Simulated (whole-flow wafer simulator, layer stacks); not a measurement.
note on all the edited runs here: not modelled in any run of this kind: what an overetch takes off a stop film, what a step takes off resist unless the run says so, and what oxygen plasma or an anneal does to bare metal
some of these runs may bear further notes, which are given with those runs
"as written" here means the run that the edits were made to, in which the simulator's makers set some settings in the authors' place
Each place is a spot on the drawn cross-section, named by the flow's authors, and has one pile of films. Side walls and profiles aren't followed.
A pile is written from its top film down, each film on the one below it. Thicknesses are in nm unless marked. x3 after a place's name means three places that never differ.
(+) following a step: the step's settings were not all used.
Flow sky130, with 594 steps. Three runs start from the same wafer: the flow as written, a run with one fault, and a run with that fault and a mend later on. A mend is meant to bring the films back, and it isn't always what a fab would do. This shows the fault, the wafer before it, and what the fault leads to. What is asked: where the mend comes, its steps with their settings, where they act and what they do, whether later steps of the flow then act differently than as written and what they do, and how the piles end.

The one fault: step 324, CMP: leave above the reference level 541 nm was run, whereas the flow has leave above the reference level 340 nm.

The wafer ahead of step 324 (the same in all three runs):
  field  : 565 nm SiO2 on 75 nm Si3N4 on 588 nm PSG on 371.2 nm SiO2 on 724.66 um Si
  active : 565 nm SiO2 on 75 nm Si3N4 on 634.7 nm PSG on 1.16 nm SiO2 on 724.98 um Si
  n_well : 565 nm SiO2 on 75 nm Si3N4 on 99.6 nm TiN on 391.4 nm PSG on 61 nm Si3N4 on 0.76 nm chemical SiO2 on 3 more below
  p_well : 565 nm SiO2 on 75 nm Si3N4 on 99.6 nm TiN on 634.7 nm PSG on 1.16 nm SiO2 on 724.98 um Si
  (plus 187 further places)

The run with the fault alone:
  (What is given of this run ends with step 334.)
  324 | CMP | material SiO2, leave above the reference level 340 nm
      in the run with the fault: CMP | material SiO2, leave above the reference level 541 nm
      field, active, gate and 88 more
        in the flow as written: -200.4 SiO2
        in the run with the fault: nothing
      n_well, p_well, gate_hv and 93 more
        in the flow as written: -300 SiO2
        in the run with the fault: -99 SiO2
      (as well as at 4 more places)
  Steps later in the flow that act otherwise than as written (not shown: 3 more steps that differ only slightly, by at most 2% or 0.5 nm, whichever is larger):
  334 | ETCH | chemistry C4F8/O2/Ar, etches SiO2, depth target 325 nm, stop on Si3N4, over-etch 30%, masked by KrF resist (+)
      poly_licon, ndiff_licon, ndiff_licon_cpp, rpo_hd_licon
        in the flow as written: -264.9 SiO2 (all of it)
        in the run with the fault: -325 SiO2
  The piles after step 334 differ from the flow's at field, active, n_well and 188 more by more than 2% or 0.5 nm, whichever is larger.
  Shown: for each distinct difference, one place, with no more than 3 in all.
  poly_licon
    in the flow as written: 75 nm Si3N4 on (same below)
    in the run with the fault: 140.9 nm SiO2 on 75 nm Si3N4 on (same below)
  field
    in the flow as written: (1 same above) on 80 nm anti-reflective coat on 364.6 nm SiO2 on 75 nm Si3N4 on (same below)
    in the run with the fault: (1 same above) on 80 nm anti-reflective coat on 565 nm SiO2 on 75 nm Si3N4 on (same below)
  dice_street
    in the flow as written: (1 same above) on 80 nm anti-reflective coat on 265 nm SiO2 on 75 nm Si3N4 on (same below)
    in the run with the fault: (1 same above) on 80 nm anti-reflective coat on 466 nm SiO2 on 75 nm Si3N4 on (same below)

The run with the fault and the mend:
  The mend stands after step 324.
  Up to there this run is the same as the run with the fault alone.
  324a | CMP | material SiO2, leave above the reference level 340 nm (a further turn of the flow's step 324)
      n_well, p_well, gate_hv and 97 more
        -201 SiO2
      field, active, gate and 88 more
        -200.4 SiO2
  Later steps of the flow that are run all act as written at every place that is followed.
  By the end, the piles equal the flow's at every place that both follow.
